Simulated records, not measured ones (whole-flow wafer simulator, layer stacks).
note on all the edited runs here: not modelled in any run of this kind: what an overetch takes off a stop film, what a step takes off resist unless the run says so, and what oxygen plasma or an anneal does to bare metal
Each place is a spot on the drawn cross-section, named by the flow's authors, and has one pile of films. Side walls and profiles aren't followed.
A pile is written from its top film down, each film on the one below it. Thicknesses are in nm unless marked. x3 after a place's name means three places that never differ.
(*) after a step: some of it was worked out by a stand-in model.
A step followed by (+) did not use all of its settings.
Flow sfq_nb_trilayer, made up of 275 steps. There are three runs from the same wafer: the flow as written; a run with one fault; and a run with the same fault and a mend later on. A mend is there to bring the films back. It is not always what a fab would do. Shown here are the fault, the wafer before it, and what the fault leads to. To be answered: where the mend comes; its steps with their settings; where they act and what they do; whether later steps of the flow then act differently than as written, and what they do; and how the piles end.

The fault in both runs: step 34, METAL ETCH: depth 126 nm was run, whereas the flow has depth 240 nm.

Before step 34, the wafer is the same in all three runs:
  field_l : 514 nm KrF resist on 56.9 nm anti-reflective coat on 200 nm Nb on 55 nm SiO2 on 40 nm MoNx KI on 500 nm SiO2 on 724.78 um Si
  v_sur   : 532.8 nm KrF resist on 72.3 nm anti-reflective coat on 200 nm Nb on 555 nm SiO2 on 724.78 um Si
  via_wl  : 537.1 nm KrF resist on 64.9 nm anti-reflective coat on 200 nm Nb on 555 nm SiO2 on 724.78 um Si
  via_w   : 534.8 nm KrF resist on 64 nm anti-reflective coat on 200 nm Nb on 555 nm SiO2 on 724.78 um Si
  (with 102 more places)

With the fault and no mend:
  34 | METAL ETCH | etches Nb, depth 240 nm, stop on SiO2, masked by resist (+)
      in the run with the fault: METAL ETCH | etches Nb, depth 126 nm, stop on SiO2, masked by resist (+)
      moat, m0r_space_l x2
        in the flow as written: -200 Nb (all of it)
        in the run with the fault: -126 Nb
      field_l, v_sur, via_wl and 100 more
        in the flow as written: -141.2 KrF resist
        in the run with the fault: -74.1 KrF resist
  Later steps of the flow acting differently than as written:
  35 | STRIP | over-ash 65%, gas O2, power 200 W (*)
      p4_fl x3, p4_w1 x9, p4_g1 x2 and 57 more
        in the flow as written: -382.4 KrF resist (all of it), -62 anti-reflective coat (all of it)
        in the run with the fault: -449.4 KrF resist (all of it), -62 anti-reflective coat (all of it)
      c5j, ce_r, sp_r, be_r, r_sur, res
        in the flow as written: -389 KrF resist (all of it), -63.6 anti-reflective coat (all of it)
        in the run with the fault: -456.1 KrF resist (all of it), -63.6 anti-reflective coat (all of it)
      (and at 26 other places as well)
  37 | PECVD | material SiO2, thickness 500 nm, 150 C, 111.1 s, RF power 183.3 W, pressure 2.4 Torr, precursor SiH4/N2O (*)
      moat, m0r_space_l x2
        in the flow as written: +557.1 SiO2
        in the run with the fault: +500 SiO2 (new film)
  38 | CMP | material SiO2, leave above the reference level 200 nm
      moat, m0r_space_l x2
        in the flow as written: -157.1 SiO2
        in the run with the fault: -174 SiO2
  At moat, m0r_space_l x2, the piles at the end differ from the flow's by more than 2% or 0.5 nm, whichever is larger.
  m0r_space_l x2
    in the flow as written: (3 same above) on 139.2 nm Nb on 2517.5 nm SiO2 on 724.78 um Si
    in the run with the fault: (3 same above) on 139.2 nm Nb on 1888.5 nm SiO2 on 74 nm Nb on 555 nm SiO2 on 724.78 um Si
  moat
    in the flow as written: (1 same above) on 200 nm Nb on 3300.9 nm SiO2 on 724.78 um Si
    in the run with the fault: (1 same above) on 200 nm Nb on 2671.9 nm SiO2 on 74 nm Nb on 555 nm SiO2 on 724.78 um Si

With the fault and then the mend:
  The mend stands after step 34.
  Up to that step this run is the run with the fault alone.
  34a | METAL ETCH | etches Nb, depth 114 nm, stop on SiO2, masked by resist (+) (the flow's step 34, run once more with other settings)
      field_l, v_sur, via_wl and 100 more
        -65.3 KrF resist
      moat, m0r_space_l x2
        -74 Nb (all of it)
  Later steps of the flow that are run all act as written at every place that is followed, up to a difference of at most 2% or 0.5 nm, whichever is larger.
  The piles end the same as the flow's at every place that both follow.
